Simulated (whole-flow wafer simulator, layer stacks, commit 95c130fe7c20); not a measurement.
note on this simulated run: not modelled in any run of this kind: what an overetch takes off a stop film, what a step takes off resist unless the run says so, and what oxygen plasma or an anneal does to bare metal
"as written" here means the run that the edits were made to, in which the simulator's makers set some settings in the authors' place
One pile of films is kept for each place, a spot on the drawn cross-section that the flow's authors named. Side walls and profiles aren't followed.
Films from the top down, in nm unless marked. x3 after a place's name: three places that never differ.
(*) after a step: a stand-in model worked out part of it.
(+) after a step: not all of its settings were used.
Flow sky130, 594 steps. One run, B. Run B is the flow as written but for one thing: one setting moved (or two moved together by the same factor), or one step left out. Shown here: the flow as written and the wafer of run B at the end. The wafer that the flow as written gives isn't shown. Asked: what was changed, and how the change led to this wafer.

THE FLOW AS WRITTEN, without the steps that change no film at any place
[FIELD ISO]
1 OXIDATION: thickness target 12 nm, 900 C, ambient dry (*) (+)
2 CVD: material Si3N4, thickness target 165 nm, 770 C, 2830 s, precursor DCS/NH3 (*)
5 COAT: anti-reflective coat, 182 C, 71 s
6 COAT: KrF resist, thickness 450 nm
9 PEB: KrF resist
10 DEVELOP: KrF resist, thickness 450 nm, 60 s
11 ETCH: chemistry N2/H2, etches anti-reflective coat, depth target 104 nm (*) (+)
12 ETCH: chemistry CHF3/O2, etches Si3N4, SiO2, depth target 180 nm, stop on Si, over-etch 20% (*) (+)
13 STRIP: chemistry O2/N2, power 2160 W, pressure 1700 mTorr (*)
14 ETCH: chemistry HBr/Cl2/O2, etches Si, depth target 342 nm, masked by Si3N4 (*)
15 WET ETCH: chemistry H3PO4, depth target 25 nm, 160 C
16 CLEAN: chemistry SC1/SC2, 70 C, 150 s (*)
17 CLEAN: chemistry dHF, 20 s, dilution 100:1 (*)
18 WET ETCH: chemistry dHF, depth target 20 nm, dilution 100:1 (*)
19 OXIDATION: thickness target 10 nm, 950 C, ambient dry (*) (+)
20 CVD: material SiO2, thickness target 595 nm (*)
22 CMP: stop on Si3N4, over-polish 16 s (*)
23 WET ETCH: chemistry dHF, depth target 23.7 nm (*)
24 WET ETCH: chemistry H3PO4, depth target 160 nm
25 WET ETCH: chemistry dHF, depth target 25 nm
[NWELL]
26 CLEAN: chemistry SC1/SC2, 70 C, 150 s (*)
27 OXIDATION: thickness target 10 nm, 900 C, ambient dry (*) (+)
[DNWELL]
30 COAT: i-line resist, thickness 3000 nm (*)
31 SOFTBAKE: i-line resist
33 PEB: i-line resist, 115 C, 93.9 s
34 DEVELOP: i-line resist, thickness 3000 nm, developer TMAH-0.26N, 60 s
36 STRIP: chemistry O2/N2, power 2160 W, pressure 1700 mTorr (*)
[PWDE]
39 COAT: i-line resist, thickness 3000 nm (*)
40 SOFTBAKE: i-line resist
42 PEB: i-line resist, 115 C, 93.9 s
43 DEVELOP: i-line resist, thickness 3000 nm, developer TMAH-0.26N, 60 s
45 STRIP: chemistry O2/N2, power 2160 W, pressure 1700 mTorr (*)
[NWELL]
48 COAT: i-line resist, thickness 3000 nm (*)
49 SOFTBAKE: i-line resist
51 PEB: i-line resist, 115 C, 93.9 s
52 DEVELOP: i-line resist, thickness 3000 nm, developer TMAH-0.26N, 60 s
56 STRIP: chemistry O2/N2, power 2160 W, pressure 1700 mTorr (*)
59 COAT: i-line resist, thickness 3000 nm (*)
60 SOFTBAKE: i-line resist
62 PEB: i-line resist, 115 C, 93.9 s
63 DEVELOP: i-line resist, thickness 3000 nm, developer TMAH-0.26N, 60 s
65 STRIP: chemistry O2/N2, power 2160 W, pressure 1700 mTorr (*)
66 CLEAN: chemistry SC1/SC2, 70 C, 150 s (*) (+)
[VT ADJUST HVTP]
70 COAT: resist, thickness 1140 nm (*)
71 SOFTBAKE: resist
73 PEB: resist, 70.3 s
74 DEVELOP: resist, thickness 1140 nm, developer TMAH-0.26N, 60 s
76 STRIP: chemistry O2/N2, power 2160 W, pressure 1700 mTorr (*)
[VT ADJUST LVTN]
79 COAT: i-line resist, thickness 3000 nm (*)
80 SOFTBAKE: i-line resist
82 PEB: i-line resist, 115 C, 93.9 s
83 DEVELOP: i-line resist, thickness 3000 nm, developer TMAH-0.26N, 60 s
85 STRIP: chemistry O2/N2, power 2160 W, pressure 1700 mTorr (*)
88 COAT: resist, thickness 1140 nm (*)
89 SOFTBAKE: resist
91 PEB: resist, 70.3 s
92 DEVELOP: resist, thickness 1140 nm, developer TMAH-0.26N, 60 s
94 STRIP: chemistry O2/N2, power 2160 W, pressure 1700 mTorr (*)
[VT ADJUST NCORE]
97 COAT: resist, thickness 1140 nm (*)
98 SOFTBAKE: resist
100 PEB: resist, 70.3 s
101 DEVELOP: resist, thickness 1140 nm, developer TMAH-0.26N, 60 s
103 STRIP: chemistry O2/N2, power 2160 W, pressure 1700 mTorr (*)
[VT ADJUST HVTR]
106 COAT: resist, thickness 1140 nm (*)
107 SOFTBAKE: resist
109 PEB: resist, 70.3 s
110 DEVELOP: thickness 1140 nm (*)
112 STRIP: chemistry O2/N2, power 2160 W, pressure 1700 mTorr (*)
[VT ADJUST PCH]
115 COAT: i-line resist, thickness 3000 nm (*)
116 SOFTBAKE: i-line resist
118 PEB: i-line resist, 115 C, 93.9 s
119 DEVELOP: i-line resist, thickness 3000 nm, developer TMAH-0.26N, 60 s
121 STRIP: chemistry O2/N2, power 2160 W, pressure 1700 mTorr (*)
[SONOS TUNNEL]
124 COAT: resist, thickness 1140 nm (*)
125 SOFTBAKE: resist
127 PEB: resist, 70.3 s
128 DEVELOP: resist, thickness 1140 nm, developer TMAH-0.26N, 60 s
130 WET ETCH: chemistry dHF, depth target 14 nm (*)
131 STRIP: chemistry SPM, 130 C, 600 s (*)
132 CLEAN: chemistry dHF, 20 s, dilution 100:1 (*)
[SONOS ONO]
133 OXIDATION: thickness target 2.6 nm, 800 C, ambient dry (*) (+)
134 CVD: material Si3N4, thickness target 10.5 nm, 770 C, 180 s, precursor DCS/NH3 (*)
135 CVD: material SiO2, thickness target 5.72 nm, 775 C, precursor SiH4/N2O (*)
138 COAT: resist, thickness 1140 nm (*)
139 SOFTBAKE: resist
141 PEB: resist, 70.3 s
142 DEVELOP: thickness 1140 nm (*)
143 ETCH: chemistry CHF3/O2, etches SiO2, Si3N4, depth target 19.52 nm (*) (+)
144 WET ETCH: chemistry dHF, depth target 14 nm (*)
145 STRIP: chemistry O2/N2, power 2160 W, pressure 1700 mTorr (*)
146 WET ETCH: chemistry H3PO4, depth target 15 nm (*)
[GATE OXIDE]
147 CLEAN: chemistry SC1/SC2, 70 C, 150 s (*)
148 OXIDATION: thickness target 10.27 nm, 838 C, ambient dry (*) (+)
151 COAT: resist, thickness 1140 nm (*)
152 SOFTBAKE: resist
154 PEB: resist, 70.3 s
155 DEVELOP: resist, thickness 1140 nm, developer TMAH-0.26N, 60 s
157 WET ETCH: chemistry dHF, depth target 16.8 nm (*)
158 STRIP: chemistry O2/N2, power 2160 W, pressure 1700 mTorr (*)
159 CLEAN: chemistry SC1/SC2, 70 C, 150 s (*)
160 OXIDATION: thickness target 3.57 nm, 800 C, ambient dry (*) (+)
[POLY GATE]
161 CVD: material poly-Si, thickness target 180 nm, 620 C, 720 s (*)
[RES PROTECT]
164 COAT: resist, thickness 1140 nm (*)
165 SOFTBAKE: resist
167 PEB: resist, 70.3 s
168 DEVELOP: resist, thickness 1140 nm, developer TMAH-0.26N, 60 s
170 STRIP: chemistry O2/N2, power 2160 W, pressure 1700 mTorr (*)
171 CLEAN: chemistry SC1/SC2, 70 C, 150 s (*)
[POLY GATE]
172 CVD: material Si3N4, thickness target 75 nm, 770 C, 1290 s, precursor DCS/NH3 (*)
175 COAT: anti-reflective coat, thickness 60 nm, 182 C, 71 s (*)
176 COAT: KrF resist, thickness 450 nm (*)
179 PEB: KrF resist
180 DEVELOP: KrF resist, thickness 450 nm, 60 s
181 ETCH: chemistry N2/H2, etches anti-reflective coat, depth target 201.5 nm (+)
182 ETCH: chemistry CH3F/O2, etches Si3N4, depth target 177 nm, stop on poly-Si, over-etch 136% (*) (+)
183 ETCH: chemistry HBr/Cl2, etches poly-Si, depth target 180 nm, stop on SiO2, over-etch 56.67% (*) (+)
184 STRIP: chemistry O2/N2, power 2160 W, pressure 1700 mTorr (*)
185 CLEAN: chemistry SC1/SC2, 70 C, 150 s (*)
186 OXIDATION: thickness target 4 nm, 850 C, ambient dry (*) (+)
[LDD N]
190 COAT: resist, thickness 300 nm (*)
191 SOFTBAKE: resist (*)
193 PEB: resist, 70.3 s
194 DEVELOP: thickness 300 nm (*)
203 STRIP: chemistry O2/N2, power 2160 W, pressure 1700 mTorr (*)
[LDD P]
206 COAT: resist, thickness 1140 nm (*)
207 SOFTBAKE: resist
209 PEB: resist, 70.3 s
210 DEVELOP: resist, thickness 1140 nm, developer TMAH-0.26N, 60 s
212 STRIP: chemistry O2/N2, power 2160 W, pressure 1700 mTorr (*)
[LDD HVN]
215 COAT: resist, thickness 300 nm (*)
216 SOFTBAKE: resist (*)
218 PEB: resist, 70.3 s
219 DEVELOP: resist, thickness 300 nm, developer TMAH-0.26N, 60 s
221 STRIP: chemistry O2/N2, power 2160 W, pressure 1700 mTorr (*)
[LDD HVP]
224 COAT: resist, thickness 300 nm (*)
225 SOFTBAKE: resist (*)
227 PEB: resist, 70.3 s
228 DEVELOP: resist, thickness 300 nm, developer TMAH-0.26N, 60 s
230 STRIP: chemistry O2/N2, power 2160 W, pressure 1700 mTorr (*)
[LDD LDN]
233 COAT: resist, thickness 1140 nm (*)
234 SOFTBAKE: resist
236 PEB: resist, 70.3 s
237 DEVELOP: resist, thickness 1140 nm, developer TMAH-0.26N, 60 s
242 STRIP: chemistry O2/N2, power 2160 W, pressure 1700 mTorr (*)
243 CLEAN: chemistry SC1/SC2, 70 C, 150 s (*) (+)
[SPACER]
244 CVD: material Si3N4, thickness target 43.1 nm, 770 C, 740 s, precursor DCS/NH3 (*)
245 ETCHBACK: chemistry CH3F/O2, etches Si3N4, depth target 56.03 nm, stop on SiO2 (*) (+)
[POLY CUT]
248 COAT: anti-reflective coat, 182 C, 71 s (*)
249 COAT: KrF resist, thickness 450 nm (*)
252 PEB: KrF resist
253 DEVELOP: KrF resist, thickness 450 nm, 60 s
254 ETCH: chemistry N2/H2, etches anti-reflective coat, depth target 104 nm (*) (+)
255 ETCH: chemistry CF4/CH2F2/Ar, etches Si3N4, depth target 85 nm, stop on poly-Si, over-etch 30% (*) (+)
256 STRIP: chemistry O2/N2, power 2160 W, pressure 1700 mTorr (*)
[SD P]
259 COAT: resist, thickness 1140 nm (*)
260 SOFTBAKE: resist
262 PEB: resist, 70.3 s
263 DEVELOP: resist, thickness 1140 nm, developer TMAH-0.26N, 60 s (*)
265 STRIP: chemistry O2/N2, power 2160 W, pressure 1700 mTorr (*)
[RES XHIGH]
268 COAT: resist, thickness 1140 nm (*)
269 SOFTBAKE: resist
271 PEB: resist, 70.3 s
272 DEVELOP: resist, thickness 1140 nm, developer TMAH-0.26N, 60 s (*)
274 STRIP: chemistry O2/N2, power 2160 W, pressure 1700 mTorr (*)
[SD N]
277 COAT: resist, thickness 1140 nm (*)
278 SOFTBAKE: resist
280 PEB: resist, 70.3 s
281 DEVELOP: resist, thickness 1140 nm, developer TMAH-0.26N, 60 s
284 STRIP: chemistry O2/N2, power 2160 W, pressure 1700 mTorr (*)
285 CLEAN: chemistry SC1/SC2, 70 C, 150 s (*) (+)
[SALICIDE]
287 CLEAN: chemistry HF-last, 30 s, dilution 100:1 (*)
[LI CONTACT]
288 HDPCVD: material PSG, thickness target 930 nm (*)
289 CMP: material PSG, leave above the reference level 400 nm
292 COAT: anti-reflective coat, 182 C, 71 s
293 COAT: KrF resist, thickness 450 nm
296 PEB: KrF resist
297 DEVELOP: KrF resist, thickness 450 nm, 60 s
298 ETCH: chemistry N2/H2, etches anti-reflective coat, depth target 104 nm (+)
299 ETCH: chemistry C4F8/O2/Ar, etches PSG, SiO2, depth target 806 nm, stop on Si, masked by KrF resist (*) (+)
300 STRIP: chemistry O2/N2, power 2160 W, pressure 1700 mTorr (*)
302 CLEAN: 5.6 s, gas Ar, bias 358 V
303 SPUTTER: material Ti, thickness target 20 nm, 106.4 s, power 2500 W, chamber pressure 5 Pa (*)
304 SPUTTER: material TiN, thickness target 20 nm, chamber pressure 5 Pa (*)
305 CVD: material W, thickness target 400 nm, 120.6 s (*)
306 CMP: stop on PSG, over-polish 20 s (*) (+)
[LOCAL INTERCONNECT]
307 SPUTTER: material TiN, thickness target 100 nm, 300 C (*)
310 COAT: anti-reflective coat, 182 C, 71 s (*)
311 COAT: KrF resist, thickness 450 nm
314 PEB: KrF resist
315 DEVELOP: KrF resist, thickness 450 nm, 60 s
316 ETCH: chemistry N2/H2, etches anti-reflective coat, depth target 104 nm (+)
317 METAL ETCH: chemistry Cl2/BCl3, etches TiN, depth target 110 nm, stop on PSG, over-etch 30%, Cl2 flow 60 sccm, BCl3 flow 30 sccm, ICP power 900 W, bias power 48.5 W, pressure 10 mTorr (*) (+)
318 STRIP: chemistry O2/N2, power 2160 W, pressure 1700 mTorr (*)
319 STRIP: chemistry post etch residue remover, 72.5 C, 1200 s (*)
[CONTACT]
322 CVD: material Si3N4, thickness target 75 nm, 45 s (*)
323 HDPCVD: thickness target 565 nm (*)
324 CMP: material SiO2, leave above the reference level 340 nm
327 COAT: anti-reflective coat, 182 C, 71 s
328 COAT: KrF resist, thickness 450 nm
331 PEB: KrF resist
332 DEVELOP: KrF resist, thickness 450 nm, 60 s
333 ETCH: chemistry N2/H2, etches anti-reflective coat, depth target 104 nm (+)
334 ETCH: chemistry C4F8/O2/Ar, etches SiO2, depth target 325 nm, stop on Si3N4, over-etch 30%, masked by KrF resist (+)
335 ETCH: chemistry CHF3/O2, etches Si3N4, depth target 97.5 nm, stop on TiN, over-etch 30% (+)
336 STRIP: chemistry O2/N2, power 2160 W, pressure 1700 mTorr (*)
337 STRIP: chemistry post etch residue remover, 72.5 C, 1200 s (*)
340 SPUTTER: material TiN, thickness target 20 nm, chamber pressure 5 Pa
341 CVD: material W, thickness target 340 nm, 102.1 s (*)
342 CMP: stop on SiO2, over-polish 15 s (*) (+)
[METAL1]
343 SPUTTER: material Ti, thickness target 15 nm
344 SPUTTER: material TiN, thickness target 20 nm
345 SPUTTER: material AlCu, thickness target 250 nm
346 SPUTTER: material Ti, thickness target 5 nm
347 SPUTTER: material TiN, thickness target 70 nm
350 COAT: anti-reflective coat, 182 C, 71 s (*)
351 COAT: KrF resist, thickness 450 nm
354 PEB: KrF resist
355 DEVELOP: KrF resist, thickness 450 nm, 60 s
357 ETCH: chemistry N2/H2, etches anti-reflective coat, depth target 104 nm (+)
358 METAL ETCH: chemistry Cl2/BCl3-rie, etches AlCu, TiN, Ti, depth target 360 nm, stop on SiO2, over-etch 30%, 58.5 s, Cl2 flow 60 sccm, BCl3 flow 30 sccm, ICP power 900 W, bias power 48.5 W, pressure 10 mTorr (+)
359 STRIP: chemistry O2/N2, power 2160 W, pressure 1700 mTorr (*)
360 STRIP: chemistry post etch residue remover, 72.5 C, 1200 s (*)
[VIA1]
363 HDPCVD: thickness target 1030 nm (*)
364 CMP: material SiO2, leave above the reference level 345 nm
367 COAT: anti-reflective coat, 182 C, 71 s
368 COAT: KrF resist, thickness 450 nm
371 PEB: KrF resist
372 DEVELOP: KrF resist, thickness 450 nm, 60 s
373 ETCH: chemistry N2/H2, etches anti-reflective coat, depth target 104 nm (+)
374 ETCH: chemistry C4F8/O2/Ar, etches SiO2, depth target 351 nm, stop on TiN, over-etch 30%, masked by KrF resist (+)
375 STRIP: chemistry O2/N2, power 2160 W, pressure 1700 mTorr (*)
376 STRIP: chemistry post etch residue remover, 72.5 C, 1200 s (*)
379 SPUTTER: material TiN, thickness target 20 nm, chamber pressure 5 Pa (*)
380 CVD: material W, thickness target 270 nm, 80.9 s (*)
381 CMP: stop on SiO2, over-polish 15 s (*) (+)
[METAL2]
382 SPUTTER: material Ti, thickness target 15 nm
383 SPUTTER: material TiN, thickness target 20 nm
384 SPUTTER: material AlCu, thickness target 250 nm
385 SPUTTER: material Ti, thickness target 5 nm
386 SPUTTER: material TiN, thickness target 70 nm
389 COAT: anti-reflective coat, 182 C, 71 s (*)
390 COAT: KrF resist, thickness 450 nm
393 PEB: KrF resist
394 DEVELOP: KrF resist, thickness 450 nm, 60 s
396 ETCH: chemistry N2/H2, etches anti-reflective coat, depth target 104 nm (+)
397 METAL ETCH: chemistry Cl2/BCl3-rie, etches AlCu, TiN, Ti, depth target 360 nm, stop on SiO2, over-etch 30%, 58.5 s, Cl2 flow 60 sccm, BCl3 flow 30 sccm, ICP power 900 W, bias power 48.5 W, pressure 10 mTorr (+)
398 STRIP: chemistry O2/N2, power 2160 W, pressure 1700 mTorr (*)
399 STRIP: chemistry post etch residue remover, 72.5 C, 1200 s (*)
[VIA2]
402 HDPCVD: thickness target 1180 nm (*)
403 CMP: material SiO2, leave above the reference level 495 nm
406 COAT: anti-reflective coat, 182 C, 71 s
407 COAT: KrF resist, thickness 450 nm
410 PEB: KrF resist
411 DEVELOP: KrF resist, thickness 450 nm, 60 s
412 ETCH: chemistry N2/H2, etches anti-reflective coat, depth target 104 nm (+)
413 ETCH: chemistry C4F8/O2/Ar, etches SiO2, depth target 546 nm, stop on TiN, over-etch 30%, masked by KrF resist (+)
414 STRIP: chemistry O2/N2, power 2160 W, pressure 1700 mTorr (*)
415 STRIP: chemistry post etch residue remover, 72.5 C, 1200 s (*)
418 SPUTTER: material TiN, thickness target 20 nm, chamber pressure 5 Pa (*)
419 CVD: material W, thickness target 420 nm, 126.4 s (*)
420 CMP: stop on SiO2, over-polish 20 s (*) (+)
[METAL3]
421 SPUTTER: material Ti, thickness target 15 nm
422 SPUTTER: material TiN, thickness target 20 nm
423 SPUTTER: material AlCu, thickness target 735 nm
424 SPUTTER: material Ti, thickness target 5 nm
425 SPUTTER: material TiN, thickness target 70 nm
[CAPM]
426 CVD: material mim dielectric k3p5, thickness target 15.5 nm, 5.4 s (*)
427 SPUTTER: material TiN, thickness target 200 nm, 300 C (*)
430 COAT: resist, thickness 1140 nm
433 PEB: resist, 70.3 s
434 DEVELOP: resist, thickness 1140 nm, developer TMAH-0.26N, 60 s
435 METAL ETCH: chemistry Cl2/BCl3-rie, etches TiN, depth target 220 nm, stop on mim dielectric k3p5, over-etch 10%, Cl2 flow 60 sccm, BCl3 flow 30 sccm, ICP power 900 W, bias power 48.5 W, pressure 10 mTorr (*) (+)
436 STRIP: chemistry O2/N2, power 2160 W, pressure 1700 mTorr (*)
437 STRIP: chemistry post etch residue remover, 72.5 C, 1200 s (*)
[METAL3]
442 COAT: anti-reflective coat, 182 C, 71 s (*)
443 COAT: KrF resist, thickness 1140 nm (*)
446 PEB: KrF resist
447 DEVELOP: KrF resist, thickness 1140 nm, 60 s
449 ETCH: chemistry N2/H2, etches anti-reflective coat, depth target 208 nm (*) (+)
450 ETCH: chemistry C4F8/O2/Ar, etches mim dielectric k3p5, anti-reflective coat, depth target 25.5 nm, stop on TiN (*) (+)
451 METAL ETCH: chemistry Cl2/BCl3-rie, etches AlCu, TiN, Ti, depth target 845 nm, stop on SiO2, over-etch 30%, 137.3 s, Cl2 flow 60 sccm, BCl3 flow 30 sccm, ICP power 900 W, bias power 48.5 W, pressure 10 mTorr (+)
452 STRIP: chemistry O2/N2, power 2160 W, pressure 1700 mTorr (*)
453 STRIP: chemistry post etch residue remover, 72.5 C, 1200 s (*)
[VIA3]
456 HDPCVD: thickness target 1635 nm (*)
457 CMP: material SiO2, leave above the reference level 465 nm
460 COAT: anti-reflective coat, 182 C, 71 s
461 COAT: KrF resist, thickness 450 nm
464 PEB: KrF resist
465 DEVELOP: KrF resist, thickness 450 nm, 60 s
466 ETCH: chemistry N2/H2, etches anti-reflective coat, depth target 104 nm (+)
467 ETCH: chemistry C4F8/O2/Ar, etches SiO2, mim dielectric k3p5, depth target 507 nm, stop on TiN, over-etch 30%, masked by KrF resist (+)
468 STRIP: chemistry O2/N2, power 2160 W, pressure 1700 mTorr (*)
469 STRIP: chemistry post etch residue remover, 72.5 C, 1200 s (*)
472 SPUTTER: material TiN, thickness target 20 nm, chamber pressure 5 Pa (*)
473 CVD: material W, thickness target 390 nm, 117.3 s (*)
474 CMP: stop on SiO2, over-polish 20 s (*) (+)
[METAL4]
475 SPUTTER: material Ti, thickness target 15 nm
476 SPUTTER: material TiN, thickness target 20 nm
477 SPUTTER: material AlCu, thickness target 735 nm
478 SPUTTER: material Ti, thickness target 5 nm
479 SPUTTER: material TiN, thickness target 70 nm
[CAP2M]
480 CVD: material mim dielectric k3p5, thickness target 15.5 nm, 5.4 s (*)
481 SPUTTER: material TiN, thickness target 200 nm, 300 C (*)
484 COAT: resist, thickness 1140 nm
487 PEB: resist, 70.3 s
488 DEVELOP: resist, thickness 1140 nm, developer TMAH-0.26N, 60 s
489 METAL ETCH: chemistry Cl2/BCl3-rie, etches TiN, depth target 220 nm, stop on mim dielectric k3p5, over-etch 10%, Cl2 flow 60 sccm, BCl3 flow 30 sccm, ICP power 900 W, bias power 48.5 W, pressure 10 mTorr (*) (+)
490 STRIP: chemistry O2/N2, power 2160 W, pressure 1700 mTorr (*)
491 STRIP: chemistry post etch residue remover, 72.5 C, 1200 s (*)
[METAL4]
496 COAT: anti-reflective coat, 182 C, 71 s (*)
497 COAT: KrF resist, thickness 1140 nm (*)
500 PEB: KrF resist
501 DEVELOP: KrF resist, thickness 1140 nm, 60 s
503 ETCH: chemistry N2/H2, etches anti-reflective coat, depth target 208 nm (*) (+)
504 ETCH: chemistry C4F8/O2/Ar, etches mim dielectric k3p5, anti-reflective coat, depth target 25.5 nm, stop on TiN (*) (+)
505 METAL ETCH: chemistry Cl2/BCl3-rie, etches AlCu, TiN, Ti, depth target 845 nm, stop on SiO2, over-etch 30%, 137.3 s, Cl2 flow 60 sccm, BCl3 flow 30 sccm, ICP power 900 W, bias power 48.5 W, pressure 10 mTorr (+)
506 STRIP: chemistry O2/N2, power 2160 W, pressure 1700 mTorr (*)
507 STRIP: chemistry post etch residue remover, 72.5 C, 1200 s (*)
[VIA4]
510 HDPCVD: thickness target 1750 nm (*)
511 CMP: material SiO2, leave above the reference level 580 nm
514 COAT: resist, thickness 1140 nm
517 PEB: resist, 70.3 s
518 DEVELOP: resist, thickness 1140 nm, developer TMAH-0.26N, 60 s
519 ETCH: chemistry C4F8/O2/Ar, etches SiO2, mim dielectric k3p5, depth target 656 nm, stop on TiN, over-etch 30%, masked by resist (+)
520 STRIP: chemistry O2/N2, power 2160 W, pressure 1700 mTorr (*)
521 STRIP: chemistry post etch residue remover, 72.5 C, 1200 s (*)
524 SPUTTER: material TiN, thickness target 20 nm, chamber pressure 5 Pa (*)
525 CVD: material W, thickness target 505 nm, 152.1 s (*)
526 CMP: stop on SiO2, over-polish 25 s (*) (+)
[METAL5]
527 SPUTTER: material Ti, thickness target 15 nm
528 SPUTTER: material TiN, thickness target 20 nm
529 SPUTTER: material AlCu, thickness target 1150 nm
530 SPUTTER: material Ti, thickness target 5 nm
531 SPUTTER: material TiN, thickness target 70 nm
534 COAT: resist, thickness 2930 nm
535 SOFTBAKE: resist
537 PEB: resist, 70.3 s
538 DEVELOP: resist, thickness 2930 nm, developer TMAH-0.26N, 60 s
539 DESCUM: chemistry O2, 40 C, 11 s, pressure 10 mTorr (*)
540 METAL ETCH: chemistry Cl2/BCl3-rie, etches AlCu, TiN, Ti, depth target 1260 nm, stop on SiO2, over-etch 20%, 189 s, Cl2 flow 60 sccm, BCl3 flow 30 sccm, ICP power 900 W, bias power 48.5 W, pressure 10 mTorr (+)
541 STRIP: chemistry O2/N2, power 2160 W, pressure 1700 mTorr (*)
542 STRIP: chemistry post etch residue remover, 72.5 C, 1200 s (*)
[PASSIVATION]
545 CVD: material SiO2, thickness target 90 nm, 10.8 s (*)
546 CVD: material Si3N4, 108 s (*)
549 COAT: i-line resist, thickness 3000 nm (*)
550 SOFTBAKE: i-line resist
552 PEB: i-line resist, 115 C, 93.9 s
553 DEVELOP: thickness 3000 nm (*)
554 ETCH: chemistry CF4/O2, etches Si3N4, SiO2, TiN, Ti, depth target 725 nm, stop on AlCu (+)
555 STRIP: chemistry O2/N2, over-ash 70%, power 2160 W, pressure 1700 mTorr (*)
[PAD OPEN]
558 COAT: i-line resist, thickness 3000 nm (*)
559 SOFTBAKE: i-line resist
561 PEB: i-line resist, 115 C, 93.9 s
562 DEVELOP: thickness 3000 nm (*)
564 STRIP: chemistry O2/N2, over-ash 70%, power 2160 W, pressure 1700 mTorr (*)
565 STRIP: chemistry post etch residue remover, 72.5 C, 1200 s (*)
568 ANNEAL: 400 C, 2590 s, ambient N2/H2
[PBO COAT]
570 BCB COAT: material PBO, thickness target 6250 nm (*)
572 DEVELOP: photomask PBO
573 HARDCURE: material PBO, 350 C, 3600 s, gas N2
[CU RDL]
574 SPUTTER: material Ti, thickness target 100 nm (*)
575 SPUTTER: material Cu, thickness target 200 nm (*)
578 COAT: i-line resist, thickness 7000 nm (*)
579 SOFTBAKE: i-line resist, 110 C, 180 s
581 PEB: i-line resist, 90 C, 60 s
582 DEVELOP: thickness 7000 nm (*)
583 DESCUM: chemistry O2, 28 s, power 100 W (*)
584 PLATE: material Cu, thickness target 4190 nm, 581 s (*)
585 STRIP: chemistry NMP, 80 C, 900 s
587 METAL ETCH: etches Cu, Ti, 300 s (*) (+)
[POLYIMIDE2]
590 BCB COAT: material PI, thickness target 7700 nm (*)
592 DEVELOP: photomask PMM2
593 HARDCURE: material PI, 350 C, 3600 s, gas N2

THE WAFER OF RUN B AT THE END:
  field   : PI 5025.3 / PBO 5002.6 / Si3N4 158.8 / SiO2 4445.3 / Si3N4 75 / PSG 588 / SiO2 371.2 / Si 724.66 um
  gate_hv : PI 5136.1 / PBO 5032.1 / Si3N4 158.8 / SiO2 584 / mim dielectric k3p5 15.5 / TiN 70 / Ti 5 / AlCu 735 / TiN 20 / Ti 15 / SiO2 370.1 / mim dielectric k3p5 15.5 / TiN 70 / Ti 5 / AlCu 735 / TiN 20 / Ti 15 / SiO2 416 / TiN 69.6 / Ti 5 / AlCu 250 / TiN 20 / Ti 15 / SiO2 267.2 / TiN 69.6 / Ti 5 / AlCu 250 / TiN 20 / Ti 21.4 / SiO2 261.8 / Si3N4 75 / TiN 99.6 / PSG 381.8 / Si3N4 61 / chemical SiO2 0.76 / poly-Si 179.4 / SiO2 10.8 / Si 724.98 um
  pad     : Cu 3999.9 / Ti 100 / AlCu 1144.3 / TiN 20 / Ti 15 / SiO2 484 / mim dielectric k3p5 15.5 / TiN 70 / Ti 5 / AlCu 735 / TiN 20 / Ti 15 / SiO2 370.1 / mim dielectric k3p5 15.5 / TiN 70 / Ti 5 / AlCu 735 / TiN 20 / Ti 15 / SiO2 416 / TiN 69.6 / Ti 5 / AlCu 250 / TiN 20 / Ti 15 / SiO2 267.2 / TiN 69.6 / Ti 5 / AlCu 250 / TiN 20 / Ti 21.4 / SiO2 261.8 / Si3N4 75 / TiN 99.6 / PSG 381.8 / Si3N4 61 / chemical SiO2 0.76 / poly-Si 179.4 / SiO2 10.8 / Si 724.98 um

The cause: step 343, SPUTTER: thickness target 21.4 nm was run, where the flow has thickness target 15 nm.
It can be read off the wafer: gate_hv has Ti 21.4, and step 343 as written asks for 15 nm.

How the change led to this, step by step:
  343 SPUTTER: material Ti, thickness target 15 nm
      field, active, n_well and 188 more: Ti +21.4 (new film) (as written it would be: Ti +15 (new film))
  358 METAL ETCH: chemistry Cl2/BCl3-rie, etches AlCu, TiN, Ti, depth target 360 nm, stop on SiO2, over-etch 30%, 58.5 s, Cl2 flow 60 sccm, BCl3 flow 30 sccm, ICP power 900 W, bias power 48.5 W, pressure 10 mTorr (+)
      field, active, gate and 81 more: TiN -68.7 (all of it), Ti -5 (all of it), AlCu -250 (all of it), TiN -20 (all of it), Ti -21.4 (all of it), SiO2 -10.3 (as written it would be: TiN -68.7 (all of it), Ti -5 (all of it), AlCu -250 (all of it), TiN -20 (all of it), Ti -15 (all of it), SiO2 -10.9)
